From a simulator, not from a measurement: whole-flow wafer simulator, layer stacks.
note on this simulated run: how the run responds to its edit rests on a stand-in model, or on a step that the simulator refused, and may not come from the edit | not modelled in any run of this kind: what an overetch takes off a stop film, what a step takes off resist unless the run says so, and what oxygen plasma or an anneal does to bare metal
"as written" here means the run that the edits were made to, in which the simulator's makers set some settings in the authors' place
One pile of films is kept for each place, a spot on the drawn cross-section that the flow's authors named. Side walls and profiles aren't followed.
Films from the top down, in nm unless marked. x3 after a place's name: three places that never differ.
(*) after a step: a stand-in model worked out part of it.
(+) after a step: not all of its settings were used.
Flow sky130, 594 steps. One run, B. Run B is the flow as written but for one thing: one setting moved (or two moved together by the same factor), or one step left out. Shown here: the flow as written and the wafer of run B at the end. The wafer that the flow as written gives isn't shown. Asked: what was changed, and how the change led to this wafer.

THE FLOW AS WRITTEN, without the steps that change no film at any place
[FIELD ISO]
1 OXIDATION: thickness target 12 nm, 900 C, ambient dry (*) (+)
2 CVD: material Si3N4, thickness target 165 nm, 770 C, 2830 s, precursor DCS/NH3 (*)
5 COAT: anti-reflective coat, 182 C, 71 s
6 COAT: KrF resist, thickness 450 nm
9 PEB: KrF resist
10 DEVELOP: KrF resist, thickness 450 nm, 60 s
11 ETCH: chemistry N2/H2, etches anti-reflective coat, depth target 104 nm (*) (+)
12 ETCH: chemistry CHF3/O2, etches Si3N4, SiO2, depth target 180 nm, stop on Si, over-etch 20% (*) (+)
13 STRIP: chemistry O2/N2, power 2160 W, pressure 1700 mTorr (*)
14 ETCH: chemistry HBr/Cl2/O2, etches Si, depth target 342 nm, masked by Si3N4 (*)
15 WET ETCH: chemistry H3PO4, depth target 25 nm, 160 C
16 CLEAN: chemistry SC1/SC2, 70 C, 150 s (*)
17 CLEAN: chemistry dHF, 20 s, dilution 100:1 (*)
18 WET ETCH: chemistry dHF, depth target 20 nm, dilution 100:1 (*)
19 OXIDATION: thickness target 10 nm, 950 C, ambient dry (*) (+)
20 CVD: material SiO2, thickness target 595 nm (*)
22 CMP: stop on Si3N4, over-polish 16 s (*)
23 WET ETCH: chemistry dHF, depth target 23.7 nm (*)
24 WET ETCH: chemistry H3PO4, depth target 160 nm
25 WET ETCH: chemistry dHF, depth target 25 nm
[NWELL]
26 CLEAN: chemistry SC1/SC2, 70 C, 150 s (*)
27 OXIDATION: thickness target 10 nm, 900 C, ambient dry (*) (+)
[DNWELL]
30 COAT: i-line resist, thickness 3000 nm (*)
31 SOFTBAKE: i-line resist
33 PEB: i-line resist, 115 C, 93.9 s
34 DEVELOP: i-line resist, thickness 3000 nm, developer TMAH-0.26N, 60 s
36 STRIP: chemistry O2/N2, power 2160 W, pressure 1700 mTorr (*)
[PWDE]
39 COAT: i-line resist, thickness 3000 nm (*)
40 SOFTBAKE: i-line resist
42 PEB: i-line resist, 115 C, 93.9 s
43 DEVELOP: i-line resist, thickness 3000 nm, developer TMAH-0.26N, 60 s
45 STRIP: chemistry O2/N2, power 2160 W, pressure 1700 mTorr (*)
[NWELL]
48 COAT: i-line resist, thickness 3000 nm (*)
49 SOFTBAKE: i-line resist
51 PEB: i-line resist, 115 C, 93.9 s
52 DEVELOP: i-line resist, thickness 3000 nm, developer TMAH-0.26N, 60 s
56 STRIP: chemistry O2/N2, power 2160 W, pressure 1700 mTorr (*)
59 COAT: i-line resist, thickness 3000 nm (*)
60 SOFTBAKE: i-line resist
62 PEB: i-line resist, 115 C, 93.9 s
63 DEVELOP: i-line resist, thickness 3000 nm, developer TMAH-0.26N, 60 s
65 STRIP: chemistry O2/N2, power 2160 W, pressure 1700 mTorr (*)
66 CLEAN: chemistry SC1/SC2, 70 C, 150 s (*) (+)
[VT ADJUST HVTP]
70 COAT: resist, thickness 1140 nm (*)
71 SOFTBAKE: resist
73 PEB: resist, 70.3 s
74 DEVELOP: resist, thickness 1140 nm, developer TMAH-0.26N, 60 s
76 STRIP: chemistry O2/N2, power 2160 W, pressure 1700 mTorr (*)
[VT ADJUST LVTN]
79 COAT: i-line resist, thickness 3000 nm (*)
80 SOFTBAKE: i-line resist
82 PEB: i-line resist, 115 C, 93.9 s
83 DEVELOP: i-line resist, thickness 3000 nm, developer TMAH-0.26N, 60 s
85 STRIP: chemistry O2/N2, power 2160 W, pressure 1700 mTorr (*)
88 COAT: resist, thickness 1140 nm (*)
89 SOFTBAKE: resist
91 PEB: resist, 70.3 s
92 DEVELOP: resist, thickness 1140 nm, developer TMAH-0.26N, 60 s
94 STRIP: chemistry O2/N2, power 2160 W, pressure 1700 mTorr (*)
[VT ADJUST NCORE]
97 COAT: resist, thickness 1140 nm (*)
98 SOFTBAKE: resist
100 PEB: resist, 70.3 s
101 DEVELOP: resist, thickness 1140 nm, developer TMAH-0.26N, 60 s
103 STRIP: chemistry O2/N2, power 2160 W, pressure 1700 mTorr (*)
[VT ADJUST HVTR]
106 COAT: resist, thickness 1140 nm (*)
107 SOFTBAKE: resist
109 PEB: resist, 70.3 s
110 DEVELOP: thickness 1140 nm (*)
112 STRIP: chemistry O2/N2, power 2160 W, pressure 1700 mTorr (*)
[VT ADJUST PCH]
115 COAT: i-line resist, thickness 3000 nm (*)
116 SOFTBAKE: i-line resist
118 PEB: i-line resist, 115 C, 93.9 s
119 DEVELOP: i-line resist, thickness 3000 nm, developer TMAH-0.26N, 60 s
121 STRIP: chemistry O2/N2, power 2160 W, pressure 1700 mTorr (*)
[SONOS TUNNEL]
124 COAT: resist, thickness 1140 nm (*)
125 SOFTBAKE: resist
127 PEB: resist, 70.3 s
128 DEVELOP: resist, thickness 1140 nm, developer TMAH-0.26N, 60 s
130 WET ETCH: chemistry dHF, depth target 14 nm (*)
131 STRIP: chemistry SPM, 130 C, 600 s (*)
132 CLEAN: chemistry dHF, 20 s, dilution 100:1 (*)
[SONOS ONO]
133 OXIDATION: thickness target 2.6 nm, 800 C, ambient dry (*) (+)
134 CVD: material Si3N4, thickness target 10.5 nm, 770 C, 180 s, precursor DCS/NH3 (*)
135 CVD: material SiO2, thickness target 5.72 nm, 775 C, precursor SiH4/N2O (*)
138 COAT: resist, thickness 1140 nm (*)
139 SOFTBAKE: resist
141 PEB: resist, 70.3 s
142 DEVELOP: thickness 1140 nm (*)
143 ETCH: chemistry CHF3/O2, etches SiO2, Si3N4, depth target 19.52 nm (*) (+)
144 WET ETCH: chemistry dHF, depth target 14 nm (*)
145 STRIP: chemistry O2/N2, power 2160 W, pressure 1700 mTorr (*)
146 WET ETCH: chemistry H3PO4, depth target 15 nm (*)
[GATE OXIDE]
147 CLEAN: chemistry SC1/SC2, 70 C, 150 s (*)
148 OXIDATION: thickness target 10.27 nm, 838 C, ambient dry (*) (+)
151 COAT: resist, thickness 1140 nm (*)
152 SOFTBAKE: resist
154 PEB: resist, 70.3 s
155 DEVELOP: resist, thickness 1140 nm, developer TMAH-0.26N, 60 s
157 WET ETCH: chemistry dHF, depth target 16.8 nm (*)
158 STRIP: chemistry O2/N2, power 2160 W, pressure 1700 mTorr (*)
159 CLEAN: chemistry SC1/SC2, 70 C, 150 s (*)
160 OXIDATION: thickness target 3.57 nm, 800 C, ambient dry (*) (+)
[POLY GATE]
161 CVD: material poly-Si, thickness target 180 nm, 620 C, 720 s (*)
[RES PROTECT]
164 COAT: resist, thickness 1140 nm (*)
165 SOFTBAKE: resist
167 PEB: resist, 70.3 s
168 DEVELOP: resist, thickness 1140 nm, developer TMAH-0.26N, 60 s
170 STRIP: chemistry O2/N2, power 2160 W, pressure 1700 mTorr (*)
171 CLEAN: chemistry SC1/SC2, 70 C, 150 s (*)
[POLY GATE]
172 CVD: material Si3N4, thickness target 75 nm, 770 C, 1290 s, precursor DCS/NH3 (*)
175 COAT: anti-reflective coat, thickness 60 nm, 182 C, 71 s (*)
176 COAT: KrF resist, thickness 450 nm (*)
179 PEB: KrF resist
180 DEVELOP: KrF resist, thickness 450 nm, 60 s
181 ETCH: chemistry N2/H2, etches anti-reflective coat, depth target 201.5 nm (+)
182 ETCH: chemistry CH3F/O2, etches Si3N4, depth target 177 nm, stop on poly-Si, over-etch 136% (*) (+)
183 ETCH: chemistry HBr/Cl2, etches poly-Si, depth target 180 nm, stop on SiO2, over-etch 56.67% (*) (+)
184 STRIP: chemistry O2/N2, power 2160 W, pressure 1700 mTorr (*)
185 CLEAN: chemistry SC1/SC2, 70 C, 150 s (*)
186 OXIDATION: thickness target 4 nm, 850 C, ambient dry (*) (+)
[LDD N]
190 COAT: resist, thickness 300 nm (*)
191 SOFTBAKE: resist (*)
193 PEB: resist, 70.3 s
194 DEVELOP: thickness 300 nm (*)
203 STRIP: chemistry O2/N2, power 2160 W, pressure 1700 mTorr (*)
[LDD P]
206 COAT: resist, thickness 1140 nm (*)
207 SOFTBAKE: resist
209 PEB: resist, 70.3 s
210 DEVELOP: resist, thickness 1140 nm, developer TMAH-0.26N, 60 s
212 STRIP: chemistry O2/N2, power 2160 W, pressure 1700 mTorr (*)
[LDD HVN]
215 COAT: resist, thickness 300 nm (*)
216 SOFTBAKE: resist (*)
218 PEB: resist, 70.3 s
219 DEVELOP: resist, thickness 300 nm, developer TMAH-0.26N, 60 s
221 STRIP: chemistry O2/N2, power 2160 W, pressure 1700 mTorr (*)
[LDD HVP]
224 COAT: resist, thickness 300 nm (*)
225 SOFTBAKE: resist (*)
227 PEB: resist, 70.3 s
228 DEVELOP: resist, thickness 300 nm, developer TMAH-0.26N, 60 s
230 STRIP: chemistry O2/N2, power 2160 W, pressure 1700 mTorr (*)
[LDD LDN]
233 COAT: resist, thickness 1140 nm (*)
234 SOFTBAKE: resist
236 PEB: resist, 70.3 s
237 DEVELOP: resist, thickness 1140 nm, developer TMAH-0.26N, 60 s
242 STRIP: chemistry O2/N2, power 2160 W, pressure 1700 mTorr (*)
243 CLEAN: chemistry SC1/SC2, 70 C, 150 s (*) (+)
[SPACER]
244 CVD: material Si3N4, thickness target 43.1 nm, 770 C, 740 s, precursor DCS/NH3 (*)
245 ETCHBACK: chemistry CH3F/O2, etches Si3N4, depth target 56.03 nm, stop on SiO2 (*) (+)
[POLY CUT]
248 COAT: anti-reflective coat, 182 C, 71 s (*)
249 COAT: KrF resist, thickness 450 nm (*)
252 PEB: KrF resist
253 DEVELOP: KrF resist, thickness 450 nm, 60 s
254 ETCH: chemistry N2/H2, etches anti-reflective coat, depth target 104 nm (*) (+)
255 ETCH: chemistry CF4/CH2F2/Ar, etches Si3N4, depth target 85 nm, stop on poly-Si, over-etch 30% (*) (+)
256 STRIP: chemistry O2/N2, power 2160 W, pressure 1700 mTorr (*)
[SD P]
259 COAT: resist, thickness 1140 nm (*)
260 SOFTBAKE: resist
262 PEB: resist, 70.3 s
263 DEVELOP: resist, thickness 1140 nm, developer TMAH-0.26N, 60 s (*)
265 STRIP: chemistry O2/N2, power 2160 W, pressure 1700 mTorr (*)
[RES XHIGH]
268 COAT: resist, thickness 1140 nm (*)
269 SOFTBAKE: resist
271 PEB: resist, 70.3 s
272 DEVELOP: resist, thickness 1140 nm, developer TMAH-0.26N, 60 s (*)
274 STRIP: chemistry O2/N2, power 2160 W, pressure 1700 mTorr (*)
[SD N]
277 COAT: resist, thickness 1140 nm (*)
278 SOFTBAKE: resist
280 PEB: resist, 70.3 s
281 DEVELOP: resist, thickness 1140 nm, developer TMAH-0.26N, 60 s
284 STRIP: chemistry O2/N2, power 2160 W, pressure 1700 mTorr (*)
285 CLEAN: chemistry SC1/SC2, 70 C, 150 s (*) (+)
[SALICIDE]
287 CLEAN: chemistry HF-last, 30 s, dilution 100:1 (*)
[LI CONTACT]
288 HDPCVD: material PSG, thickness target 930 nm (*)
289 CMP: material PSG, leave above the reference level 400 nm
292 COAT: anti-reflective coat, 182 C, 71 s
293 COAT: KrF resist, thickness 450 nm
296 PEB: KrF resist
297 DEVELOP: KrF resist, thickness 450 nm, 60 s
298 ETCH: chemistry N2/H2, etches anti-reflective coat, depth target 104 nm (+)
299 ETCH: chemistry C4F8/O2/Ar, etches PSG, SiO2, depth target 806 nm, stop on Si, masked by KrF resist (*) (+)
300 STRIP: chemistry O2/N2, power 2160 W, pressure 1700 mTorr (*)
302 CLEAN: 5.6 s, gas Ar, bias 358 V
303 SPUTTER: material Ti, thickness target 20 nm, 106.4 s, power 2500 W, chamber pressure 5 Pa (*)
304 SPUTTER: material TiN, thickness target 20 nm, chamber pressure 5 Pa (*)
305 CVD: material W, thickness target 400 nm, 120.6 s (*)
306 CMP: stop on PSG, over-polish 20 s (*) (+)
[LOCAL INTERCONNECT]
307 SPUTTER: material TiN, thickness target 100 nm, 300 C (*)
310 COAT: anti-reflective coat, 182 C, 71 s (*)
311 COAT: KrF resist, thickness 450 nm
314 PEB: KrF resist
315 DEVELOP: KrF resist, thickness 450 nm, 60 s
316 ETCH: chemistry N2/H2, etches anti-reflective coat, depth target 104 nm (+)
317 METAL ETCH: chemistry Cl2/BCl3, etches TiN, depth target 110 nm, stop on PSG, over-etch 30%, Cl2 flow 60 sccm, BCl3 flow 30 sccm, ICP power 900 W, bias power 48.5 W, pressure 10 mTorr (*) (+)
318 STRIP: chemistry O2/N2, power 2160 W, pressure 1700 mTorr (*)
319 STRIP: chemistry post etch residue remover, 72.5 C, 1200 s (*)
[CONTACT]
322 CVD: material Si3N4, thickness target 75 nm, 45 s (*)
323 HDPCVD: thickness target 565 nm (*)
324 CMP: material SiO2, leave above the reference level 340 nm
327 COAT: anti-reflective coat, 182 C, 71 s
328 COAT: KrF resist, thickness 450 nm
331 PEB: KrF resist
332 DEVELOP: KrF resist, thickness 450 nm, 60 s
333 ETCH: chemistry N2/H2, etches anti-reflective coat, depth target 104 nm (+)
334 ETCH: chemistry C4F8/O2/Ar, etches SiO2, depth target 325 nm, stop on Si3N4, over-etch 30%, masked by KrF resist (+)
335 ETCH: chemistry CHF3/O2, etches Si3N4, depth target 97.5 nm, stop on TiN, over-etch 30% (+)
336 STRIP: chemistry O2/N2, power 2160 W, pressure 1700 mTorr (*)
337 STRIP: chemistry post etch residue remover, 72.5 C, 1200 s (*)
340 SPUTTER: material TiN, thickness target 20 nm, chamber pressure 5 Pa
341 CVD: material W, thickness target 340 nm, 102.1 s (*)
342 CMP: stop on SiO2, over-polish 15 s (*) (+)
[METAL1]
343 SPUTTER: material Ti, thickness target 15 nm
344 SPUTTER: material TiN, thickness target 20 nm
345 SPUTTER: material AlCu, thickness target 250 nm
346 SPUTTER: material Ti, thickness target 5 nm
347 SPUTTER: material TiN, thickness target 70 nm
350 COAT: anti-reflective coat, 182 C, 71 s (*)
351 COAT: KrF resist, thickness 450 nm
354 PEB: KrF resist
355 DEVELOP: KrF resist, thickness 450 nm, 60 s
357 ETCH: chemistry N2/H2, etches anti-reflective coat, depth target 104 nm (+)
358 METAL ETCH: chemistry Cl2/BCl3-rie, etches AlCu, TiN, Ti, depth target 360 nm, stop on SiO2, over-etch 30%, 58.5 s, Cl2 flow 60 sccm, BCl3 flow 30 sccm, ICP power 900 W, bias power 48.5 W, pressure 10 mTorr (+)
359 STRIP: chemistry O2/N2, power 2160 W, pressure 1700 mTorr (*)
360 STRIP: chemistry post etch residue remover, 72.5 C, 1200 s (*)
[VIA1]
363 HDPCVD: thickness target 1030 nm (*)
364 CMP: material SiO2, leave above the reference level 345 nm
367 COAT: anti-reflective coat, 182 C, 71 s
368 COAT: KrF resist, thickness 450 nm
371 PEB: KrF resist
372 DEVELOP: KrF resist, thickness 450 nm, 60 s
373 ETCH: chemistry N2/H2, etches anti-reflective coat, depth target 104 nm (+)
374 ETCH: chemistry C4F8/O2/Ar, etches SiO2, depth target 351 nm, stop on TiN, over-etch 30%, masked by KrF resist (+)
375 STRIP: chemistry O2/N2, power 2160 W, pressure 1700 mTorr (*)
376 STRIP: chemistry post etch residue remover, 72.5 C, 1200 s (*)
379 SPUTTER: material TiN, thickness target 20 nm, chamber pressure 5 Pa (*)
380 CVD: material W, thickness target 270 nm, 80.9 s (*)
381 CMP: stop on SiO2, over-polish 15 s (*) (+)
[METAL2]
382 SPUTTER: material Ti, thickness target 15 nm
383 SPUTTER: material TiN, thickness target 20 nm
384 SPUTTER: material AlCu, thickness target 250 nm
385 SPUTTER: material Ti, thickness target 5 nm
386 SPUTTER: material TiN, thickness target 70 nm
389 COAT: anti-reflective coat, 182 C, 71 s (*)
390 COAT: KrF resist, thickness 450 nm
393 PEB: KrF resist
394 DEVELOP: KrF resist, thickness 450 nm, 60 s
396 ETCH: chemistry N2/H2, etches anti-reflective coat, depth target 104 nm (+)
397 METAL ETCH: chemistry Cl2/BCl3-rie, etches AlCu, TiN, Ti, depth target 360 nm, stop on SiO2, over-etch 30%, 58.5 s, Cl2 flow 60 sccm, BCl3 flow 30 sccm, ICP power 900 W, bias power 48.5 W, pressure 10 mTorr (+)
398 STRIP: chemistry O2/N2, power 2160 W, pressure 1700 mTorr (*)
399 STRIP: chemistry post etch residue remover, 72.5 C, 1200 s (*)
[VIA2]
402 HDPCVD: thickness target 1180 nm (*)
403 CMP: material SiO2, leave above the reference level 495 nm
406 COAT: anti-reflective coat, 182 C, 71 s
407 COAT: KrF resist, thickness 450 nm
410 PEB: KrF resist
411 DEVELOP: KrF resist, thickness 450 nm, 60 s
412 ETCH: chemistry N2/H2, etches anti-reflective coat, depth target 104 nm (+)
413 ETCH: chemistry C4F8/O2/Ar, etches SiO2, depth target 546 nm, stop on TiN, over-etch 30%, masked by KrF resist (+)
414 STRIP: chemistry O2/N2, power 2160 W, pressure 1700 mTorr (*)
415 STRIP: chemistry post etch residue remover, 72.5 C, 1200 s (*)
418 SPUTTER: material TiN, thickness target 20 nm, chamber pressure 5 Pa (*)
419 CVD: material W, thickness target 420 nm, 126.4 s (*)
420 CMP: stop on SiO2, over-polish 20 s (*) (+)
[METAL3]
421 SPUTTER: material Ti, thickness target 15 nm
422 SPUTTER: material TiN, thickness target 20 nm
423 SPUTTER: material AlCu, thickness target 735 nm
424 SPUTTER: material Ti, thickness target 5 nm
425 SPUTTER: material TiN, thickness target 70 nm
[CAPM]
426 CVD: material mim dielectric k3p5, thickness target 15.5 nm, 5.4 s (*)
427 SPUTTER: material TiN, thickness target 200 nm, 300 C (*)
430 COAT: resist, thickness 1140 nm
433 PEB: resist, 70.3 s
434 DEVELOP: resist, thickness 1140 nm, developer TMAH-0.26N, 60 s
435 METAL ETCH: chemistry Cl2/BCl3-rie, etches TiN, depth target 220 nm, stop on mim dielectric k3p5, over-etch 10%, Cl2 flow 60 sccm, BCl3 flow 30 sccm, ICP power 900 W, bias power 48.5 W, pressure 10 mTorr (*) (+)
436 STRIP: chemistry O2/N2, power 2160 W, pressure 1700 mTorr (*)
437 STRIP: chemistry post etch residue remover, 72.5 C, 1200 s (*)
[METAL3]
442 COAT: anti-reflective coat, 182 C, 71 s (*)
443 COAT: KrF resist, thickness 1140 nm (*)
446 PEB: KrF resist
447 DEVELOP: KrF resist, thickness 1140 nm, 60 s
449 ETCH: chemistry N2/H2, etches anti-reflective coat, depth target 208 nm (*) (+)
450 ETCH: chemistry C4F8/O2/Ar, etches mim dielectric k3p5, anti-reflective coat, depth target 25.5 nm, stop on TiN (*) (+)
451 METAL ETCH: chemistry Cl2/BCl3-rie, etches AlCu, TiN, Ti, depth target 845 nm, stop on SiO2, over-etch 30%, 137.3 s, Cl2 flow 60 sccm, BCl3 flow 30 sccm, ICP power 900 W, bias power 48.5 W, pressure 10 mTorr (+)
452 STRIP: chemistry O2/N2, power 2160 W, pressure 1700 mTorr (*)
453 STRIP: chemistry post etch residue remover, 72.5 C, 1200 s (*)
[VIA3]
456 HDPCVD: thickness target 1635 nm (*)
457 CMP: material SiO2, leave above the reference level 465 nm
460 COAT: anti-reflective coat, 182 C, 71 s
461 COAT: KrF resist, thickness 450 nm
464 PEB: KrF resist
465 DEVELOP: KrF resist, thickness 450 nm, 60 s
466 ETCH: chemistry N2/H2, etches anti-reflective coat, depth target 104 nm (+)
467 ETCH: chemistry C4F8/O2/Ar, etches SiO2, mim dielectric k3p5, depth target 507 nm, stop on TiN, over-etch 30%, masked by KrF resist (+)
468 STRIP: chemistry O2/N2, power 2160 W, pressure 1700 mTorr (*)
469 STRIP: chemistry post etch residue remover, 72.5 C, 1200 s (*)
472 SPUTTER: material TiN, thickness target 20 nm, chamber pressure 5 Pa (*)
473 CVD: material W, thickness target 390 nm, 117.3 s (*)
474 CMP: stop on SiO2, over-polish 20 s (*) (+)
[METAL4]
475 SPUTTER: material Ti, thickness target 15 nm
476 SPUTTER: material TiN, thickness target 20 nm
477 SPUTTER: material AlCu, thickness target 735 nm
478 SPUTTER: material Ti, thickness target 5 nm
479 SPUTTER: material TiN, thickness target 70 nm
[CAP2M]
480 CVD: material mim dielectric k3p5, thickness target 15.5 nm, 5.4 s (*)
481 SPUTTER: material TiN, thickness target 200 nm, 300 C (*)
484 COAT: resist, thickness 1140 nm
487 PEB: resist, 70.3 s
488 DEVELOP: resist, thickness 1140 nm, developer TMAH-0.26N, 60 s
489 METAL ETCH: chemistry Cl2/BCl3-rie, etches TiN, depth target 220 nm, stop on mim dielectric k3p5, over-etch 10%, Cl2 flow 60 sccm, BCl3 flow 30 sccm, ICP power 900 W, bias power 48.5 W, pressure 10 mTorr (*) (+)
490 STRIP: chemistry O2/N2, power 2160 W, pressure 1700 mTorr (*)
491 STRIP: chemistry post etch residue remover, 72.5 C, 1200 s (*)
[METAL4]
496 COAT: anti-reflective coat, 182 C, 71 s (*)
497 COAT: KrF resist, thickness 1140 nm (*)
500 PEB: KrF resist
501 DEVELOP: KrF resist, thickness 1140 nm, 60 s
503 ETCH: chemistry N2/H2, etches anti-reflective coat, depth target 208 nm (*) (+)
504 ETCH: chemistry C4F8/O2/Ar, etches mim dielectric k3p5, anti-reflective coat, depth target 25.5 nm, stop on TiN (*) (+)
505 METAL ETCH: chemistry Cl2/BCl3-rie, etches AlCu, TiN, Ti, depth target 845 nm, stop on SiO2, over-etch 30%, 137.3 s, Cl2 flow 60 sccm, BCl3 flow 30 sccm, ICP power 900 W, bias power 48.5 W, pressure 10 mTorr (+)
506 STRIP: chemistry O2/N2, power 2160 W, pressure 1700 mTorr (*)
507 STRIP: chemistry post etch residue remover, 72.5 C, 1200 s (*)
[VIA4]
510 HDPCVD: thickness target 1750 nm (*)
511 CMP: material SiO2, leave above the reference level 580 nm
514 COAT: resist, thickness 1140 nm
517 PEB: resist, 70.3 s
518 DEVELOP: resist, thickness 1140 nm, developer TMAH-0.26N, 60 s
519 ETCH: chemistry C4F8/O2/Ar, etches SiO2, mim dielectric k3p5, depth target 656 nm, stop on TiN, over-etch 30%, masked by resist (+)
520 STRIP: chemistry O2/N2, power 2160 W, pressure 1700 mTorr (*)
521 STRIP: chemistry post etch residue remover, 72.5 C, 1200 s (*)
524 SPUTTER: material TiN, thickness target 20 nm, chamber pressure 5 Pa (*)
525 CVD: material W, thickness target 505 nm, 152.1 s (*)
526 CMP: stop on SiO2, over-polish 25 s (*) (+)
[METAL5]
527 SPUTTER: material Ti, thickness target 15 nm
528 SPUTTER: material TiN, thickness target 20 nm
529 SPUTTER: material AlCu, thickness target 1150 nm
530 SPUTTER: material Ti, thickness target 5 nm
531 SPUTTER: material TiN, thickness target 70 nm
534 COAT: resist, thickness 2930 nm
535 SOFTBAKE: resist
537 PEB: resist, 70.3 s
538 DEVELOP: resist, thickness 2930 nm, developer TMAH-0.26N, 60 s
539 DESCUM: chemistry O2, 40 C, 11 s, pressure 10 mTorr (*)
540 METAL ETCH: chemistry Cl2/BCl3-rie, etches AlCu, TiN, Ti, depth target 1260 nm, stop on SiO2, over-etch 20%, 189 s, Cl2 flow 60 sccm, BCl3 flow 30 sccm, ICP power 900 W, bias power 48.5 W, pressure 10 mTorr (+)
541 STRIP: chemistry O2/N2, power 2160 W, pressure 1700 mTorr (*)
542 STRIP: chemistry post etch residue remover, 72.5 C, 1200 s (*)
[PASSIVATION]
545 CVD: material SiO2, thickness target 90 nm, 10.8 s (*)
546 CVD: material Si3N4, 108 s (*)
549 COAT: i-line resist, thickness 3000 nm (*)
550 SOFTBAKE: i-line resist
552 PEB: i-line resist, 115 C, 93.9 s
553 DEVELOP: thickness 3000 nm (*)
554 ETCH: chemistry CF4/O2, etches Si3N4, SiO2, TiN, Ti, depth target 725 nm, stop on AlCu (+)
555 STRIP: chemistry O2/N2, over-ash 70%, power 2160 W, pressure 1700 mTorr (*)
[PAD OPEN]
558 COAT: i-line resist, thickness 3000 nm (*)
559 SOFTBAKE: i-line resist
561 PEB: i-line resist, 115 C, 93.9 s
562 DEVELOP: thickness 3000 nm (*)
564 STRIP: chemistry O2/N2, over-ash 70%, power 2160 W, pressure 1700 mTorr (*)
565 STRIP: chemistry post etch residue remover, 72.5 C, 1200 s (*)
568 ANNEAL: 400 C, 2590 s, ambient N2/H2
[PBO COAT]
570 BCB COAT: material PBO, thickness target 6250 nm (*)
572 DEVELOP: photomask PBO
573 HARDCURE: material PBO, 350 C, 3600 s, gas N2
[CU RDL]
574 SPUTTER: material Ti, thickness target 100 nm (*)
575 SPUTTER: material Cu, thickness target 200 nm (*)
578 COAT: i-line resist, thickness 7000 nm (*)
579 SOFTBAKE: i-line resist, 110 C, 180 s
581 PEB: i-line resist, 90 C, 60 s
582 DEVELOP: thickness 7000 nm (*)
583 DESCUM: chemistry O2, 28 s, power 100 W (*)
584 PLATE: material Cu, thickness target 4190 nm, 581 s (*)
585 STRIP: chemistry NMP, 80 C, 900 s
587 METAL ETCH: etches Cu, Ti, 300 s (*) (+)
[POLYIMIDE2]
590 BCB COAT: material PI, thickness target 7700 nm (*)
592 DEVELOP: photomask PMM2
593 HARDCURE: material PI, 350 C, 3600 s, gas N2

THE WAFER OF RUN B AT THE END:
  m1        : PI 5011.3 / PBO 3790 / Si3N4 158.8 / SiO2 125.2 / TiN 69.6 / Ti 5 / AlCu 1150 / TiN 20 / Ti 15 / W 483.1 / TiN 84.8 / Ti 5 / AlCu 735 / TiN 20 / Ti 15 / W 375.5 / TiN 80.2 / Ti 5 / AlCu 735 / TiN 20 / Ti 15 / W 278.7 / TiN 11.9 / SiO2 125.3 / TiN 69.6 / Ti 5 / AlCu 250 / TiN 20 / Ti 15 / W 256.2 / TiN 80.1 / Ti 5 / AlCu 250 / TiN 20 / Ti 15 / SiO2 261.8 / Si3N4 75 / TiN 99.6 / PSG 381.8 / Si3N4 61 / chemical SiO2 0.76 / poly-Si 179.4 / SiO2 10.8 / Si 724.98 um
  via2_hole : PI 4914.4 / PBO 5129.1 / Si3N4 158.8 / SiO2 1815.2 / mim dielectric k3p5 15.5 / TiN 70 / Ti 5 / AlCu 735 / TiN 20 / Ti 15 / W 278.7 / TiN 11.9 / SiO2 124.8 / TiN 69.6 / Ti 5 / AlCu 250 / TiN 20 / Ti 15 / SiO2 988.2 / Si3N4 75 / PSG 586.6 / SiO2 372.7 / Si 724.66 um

The cause: step 413, ETCH: depth target 295 nm was run, where the flow has depth target 546 nm.

How the change led to this, step by step:
  413 ETCH: chemistry C4F8/O2/Ar, etches SiO2, depth target 546 nm, stop on TiN, over-etch 30%, masked by KrF resist (+)
      m1: SiO2 -295 (as written it would be: SiO2 -420.3 (all of it))
      via2_hole: SiO2 -295 (as written it would be: SiO2 -419.8 (all of it))
      (and at 189 more places)
  414 STRIP: chemistry O2/N2, power 2160 W, pressure 1700 mTorr (*)
      field, active, n_well and 186 more: KrF resist -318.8 (all of it), anti-reflective coat -80 (all of it) (as written it would be: KrF resist -268.6 (all of it), anti-reflective coat -80 (all of it))
  418 SPUTTER: material TiN, thickness target 20 nm, chamber pressure 5 Pa (*)
      m1, via2_hole: TiN +11.9 (new film) (as written it would be: TiN +10.2)
  419 CVD: material W, thickness target 420 nm, 126.4 s (*)
      m1: W +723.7 (new film) (as written it would be: W +851.1 (new film))
      via2_hole: W +723.7 (new film) (as written it would be: W +850.7 (new film))
Counting metal films that touch as one body, m1 has 3 bodies (between them, from the top down: SiO2 125.3; SiO2 261.8 / Si3N4 75); the flow as written gives 2 bodies (between them, from the top down: SiO2 261.8 / Si3N4 75).
Counting metal films that touch as one body, via2_hole has 2 bodies (between them, from the top down: SiO2 124.8); the flow as written gives 1 body.
